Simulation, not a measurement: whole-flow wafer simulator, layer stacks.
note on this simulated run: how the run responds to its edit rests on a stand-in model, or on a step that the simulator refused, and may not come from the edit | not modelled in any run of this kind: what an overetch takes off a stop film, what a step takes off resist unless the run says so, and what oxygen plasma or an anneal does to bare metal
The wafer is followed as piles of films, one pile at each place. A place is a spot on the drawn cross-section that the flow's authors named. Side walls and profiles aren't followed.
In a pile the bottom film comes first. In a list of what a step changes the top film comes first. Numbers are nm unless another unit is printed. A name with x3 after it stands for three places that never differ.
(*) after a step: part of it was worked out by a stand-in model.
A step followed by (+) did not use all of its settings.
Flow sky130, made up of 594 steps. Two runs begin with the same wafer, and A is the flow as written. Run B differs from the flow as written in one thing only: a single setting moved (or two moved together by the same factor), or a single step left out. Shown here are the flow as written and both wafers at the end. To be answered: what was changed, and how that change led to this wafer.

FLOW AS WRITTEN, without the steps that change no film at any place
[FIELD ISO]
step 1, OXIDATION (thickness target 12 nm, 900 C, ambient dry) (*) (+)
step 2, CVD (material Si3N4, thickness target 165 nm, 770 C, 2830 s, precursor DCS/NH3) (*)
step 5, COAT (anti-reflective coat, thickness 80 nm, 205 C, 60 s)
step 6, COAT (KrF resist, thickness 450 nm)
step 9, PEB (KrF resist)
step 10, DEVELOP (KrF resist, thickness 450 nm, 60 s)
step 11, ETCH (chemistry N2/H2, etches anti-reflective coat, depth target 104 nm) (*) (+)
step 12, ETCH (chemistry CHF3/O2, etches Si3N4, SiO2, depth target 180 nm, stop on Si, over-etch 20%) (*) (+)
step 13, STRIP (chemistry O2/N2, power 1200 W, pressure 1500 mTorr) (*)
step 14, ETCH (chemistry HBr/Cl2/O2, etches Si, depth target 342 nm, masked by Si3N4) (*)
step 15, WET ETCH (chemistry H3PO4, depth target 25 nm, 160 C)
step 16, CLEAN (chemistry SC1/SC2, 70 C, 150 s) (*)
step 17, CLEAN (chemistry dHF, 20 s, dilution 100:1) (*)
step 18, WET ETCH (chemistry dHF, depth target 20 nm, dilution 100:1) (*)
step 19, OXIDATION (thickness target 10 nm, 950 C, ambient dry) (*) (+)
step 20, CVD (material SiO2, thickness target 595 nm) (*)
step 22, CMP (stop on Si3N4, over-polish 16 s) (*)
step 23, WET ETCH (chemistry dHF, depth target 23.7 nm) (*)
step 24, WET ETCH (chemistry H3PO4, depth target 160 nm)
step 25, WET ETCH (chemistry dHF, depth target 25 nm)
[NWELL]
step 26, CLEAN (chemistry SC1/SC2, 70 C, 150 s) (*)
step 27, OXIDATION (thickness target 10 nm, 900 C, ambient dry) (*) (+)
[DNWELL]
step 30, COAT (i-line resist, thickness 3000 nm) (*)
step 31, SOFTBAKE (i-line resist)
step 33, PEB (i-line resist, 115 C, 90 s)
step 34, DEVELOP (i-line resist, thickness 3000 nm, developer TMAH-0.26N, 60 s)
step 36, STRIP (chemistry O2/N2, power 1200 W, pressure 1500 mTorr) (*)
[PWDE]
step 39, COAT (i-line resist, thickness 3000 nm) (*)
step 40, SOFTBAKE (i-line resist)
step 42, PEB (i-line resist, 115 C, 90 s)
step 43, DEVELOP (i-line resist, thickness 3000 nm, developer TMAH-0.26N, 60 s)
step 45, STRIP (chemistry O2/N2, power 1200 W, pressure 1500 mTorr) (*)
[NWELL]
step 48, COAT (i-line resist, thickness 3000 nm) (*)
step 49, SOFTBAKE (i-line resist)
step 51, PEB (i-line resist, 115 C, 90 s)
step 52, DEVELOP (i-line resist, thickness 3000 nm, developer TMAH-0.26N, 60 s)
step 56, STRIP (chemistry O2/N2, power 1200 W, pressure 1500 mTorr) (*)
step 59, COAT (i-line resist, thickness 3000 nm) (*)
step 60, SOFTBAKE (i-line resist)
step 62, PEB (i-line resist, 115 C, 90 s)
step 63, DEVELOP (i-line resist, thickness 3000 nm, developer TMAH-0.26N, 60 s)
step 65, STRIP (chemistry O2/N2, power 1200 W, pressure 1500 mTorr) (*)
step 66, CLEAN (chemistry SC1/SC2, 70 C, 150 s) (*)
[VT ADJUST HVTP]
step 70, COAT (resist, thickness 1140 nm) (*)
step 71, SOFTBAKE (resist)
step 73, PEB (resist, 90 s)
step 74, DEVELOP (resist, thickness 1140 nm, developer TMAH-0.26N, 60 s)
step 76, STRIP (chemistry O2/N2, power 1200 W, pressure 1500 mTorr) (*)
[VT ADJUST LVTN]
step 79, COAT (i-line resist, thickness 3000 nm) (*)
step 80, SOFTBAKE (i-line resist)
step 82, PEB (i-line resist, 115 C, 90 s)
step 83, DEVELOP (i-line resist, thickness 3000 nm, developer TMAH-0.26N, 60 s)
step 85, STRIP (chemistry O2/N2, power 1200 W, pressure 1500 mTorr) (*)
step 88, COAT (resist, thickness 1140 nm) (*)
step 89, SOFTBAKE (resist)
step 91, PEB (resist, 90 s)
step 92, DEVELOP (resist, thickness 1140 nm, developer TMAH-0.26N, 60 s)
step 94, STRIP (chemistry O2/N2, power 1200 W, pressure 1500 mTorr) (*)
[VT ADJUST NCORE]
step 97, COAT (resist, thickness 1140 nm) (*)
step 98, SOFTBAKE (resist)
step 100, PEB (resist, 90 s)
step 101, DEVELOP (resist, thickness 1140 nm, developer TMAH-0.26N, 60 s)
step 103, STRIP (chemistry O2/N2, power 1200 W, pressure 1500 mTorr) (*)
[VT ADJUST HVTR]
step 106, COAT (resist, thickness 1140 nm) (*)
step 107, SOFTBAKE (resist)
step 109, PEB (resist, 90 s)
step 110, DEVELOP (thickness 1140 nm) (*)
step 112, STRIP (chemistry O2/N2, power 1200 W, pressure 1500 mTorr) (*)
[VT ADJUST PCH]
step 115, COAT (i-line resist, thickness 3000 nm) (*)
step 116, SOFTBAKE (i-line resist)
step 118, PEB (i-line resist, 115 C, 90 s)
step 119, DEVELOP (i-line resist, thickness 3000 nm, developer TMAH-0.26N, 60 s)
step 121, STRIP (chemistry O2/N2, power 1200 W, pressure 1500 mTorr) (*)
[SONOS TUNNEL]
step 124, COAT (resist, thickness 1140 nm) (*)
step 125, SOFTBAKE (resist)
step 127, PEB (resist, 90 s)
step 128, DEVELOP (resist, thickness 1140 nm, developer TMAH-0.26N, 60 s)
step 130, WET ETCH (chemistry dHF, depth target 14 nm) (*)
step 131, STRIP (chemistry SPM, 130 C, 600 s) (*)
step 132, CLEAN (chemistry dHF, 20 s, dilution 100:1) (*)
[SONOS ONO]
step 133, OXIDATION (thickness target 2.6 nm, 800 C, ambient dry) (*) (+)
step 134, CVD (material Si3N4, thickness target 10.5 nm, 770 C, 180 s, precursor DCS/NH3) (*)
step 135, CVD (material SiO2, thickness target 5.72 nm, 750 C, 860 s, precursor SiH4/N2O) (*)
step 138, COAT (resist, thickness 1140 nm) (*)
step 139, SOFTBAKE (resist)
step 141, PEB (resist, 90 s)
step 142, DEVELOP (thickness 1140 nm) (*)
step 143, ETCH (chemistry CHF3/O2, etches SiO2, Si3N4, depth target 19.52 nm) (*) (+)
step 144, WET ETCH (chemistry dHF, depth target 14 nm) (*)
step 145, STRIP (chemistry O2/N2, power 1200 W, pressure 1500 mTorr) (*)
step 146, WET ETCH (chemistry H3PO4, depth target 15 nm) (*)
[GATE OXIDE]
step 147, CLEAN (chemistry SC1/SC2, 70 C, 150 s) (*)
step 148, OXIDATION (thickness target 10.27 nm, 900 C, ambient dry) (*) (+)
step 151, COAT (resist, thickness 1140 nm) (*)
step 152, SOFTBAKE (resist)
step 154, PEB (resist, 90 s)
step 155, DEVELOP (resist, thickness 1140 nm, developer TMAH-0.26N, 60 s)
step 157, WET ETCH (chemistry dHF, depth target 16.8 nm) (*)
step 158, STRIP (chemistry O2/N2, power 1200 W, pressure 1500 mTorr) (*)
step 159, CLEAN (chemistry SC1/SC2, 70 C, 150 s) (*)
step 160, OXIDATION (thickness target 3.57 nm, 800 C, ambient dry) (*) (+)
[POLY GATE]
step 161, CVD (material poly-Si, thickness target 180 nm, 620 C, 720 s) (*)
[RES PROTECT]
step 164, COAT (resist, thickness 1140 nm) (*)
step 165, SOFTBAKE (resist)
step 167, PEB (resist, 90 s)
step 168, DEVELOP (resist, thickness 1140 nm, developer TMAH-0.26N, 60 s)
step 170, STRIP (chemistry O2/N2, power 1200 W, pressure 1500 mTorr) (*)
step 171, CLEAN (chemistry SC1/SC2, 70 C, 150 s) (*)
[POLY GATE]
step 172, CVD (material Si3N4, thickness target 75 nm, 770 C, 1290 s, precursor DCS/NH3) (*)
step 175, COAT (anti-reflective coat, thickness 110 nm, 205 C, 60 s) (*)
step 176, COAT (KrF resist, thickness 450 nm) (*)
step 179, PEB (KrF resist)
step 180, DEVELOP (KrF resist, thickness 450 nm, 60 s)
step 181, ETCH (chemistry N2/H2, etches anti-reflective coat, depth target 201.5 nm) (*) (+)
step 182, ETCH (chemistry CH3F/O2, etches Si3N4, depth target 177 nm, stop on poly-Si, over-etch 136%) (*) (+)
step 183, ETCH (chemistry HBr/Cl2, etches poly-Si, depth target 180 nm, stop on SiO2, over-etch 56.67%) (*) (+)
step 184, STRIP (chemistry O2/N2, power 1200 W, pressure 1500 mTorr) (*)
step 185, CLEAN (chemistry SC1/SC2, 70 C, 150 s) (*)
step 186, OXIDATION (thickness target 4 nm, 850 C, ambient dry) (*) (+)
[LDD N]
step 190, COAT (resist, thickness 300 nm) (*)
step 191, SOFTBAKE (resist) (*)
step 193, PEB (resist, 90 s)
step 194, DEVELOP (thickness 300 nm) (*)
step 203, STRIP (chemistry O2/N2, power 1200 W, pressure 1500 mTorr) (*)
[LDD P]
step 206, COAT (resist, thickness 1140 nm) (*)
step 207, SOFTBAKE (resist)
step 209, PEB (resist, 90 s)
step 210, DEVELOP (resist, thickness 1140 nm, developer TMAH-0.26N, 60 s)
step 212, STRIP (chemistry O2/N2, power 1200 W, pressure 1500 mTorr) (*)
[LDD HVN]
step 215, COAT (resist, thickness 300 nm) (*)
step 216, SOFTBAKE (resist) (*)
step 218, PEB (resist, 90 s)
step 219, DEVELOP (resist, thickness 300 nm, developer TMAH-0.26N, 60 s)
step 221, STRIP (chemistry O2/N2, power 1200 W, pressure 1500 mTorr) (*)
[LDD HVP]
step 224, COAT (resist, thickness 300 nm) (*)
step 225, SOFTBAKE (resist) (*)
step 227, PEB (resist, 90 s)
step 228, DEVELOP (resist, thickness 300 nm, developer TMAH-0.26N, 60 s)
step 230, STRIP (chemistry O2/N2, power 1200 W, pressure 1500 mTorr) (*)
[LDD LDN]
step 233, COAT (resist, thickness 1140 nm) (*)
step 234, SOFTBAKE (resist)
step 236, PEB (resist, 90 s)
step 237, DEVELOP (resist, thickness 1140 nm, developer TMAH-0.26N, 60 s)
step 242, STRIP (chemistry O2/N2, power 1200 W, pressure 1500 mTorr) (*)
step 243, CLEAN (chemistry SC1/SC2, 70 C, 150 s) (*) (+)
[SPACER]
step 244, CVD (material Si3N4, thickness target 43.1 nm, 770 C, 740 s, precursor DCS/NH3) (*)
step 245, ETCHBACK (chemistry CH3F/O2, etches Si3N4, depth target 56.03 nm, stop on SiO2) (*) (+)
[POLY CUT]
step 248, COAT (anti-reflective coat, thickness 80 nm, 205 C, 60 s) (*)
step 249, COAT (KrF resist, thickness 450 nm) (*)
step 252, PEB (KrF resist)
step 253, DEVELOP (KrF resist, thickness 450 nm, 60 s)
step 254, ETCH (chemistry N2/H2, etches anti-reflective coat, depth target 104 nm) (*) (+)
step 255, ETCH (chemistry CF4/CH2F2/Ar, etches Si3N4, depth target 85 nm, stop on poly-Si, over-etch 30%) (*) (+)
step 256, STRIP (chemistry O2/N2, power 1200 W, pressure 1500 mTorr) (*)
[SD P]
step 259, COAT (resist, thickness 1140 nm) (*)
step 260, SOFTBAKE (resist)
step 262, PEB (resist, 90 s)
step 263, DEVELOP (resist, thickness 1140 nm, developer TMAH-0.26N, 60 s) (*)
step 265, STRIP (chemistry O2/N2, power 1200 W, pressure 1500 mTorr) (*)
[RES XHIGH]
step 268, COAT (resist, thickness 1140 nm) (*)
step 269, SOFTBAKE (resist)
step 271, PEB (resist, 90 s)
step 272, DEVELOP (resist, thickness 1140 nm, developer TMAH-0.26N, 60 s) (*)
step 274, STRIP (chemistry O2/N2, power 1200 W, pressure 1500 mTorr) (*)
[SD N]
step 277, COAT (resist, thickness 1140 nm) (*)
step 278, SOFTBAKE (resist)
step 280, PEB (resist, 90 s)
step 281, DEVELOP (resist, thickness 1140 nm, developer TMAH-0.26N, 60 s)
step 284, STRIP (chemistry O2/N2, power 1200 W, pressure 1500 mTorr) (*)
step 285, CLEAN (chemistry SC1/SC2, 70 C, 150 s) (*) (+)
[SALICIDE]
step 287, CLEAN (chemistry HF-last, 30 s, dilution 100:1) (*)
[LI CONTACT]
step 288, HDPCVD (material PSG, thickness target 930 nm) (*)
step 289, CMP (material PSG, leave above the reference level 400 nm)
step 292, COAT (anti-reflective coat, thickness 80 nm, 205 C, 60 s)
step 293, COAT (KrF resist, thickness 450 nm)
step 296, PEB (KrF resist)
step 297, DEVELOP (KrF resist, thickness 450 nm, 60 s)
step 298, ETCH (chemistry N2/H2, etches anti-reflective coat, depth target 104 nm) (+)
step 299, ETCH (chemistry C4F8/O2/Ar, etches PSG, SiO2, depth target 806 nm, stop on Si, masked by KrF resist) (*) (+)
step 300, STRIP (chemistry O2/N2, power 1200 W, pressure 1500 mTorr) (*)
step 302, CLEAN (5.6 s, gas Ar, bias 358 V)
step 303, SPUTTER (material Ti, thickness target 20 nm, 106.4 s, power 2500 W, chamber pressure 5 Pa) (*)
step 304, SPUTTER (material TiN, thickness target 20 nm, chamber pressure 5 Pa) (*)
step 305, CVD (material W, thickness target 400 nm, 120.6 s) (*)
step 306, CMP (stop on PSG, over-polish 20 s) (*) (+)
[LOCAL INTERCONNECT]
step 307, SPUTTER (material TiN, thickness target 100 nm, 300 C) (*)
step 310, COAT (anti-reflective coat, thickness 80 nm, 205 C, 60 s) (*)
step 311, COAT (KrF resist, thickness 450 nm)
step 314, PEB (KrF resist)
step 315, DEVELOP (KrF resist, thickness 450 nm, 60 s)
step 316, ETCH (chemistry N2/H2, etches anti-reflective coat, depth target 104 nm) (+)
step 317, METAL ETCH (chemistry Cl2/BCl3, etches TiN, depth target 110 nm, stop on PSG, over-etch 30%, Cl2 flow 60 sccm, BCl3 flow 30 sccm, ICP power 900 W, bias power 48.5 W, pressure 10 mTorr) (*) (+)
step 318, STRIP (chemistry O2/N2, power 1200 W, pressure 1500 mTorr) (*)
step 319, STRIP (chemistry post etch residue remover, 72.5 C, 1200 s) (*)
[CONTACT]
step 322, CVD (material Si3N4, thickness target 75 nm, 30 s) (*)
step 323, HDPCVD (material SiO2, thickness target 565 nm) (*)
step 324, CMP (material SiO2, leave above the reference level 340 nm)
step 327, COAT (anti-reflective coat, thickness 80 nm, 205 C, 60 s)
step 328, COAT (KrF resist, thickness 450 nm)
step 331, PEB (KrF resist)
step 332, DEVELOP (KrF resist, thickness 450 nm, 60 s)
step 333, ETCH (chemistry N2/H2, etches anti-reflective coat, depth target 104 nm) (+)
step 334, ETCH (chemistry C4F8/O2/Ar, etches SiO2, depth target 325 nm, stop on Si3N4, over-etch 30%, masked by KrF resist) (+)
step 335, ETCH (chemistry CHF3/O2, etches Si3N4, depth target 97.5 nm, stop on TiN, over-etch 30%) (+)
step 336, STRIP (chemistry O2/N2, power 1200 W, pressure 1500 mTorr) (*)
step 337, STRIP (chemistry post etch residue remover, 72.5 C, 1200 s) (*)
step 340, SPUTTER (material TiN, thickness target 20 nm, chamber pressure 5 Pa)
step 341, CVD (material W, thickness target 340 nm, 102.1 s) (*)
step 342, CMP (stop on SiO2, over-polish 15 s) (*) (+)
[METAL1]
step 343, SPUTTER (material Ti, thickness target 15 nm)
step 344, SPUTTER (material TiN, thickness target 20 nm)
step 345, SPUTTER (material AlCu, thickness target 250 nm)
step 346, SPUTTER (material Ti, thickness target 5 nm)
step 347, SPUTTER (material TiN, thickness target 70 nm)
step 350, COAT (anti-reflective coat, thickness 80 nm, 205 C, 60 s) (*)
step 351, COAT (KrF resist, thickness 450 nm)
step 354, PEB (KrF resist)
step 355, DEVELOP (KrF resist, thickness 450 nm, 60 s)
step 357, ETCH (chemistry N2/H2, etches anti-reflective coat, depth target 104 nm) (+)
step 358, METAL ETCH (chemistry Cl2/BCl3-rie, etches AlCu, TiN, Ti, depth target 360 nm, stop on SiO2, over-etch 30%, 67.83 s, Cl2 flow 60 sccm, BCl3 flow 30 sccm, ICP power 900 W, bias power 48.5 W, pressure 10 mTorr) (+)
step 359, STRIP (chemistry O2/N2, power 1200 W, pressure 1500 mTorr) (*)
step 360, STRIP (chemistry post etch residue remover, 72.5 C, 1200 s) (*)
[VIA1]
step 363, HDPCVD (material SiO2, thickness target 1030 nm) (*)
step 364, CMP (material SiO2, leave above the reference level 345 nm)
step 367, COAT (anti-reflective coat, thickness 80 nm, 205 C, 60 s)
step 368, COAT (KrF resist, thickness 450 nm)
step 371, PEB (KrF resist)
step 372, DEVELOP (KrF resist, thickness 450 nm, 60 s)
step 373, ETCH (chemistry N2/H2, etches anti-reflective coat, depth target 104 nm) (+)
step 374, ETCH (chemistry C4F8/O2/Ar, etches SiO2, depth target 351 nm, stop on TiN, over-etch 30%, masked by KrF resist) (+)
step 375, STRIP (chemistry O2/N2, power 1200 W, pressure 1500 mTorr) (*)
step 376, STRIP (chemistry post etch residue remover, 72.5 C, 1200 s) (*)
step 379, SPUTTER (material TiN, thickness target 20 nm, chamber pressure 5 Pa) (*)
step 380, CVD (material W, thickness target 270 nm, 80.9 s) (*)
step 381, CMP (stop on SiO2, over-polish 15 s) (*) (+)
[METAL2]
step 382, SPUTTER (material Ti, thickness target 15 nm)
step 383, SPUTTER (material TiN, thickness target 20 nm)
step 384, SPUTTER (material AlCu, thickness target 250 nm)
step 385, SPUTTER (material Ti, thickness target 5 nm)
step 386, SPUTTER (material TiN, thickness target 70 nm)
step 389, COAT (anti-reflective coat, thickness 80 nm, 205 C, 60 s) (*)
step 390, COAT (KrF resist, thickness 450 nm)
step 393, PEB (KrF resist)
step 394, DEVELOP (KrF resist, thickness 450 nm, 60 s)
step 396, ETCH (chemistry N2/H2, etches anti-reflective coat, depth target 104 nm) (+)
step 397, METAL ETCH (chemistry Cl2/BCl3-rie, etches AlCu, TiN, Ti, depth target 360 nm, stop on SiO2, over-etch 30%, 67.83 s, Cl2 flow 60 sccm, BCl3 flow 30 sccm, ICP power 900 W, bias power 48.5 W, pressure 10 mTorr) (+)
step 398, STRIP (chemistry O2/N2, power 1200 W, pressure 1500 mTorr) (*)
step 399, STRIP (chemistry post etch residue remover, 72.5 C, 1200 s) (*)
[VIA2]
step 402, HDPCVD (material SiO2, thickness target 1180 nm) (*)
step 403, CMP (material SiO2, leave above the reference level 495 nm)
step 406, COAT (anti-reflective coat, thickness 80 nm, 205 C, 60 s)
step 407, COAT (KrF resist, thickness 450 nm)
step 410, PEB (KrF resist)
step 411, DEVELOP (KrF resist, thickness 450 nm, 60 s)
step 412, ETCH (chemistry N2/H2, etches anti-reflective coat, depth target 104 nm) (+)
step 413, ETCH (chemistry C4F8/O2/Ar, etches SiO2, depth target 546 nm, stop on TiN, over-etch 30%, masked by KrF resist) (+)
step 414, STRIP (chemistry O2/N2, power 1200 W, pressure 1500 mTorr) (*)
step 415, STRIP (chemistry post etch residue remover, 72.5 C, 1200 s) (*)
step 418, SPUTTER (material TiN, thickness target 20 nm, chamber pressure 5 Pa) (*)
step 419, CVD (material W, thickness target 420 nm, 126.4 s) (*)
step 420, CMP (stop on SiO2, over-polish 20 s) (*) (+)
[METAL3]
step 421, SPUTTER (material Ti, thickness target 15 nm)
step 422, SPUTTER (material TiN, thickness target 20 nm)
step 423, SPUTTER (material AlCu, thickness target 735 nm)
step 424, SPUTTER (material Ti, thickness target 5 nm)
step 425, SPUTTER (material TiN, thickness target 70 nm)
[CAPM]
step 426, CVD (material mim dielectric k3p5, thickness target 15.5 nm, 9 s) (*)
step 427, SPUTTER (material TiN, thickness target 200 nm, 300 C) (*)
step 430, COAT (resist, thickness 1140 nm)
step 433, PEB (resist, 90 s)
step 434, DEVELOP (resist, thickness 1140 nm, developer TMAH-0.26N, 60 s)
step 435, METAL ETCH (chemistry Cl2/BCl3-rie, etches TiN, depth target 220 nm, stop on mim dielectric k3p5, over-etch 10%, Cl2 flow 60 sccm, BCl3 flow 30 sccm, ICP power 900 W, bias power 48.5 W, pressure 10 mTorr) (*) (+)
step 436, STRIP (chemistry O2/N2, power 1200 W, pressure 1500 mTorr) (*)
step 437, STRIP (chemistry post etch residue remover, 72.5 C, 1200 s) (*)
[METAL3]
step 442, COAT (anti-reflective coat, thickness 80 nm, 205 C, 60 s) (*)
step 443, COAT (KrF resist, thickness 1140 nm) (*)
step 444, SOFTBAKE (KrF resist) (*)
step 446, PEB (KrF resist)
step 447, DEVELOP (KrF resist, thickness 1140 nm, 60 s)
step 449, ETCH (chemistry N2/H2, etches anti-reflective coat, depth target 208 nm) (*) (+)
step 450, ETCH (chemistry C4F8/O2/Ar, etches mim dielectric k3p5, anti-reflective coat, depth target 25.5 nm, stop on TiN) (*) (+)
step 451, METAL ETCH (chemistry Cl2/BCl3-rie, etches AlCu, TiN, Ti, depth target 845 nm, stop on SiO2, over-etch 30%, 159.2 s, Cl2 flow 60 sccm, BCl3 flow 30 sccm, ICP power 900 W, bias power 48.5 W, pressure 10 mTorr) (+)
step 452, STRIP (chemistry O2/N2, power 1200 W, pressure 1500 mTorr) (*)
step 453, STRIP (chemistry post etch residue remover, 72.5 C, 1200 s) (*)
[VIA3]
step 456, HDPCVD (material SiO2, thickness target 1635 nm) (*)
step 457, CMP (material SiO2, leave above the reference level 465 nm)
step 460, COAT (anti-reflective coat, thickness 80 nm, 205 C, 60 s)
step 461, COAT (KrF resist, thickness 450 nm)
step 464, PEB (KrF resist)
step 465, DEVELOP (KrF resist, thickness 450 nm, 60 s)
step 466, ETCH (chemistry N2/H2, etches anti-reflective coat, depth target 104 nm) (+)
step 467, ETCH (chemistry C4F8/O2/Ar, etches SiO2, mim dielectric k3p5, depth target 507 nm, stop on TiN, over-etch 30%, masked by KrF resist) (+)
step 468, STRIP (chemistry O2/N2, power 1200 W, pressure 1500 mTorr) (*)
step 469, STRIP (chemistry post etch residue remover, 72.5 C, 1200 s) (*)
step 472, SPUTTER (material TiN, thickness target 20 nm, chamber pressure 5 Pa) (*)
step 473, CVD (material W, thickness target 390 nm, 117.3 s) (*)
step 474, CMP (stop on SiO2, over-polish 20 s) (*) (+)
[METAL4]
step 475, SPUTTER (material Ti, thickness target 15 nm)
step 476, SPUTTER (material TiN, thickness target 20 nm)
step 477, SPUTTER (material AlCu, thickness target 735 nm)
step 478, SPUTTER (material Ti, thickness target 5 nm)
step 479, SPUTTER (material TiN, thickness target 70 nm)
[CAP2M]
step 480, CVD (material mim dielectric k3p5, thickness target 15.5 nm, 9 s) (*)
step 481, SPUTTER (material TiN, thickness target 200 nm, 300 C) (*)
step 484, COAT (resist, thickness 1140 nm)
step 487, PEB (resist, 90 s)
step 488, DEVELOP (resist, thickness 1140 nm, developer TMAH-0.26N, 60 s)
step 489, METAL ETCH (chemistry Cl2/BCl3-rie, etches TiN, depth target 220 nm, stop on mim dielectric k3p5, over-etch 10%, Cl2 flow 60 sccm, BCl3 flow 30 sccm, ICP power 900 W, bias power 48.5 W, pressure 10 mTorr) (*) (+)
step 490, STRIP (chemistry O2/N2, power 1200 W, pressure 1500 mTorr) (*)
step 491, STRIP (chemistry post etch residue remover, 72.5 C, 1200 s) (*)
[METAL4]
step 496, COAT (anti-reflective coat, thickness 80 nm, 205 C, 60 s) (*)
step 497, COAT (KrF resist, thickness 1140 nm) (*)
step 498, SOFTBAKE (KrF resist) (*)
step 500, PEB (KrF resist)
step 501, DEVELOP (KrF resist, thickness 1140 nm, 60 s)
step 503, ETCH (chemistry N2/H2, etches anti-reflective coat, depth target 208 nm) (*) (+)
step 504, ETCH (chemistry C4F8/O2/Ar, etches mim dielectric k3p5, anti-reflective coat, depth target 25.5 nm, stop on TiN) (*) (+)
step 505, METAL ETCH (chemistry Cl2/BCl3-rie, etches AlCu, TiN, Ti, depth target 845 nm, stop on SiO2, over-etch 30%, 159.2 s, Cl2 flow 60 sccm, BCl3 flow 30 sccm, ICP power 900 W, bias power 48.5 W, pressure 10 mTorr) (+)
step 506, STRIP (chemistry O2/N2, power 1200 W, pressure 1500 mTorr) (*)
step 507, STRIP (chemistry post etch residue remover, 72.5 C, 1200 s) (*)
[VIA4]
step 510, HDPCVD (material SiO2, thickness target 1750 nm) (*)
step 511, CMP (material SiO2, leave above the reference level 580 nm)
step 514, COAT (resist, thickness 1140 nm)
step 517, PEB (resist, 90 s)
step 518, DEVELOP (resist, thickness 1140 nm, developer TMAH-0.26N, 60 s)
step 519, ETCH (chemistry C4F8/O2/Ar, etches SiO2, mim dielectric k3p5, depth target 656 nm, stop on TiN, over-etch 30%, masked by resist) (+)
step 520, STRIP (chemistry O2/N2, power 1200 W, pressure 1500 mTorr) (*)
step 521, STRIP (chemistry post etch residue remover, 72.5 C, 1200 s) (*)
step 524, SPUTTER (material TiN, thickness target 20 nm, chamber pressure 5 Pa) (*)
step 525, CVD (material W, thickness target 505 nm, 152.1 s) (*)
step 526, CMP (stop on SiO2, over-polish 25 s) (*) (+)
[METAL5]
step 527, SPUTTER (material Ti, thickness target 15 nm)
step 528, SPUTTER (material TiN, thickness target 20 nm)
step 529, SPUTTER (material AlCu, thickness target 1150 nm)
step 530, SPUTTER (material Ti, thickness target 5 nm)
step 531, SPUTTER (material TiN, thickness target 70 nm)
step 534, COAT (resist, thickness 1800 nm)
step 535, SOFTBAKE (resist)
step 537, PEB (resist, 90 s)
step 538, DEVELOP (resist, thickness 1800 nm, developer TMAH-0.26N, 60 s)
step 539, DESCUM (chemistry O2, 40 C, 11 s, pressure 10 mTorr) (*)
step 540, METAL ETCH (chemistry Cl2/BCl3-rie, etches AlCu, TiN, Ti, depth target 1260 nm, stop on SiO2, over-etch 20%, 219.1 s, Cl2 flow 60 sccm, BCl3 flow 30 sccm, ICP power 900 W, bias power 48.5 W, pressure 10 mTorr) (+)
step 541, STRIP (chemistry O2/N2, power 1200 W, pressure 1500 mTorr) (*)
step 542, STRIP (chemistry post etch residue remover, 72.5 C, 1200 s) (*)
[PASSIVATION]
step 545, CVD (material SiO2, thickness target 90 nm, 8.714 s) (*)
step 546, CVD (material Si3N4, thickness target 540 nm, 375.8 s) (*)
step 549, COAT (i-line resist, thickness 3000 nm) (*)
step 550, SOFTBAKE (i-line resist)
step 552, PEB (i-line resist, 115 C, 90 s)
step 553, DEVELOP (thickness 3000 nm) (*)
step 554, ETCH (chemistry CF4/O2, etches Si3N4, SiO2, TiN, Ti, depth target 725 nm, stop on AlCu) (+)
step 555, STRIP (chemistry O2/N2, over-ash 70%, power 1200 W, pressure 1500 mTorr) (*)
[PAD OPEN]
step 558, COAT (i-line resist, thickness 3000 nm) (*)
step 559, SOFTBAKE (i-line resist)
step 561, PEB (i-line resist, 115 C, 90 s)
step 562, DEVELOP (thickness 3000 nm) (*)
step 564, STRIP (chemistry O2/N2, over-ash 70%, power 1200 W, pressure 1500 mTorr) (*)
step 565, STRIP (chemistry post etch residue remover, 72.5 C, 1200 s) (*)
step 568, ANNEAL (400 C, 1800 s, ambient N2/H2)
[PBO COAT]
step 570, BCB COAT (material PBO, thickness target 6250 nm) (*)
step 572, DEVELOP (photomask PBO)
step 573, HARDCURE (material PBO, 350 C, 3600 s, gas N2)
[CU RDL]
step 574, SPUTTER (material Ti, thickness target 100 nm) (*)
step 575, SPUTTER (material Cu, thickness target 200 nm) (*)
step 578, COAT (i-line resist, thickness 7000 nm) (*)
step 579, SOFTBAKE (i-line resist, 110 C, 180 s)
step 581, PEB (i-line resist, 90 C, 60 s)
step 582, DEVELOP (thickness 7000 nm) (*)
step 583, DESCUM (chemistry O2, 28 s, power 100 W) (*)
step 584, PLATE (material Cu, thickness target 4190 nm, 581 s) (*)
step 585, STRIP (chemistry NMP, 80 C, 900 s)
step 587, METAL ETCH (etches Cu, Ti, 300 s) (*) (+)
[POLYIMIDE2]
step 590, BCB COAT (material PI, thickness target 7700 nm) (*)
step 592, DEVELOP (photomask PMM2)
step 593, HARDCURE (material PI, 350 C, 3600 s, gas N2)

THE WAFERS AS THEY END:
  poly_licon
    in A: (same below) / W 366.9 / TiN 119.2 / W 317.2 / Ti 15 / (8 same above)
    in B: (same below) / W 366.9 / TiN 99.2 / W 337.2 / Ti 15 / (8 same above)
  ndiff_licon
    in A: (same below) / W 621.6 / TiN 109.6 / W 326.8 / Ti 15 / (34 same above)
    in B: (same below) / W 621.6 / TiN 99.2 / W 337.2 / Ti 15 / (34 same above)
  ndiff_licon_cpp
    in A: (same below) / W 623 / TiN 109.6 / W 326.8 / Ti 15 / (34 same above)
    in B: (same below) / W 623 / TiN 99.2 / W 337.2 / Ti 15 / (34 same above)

The reason: step 340, SPUTTER: material TiN, thickness target 20 nm, chamber pressure 5 Pa, was skipped.

The path from the change to this, step by step:
  step 342, CMP (stop on SiO2, over-polish 15 s) (*) (+)
      field, active, n_well and 184 more: A W loses 340 (all of it), TiN loses 20 (all of it), SiO2 loses 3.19 | B W loses 340 (all of it), SiO2 loses 3.19
      ndiff_licon, ndiff_licon_cpp, rpo_hd_licon: A W loses 363.7 | B W loses 343.7
      (as well as at 1 more place)
